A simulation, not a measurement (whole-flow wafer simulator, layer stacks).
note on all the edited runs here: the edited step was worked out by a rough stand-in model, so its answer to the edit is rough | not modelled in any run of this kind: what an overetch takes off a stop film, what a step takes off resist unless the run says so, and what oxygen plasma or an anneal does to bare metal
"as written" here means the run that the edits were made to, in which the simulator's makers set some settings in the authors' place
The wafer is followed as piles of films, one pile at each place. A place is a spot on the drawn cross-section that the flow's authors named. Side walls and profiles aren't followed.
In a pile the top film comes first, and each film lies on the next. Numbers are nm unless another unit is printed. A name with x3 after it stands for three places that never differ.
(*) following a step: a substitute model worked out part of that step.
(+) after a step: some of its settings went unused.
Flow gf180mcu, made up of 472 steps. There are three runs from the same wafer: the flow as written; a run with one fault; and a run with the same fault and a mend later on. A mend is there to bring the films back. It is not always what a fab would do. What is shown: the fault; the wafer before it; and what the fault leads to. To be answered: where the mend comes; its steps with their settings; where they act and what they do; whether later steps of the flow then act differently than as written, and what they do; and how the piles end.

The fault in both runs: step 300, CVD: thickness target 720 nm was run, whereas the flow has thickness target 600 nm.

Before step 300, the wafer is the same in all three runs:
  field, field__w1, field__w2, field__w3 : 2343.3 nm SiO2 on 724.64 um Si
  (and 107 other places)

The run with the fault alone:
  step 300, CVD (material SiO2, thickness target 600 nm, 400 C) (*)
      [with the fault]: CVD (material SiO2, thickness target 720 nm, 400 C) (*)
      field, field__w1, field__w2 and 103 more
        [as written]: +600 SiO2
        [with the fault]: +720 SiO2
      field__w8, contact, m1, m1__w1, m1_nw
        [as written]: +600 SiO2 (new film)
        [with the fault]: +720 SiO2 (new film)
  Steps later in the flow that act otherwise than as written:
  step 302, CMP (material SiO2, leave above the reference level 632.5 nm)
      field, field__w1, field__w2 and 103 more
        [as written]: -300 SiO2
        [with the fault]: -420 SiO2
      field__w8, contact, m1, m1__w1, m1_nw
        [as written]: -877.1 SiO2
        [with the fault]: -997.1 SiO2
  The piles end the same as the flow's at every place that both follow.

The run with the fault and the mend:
  The mend follows step 311.
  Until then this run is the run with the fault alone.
  step 312, ETCH (chemistry C4F8/O2/Ar, etches SiO2, depth target 1080 nm, stop on TiN, over-etch 70%, masked by KrF resist) (+) (the flow's step 312, where the flow has depth target 960 nm)
      field, field__w1, field__w2 and 107 more
        -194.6 KrF resist
      contact
        -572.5 SiO2 (all of it)
  Later steps of the flow that are run all act as written at every place that is followed, up to a difference of at most 2% or 0.5 nm, whichever is larger.
  The piles end the same as the flow's at every place that both follow.
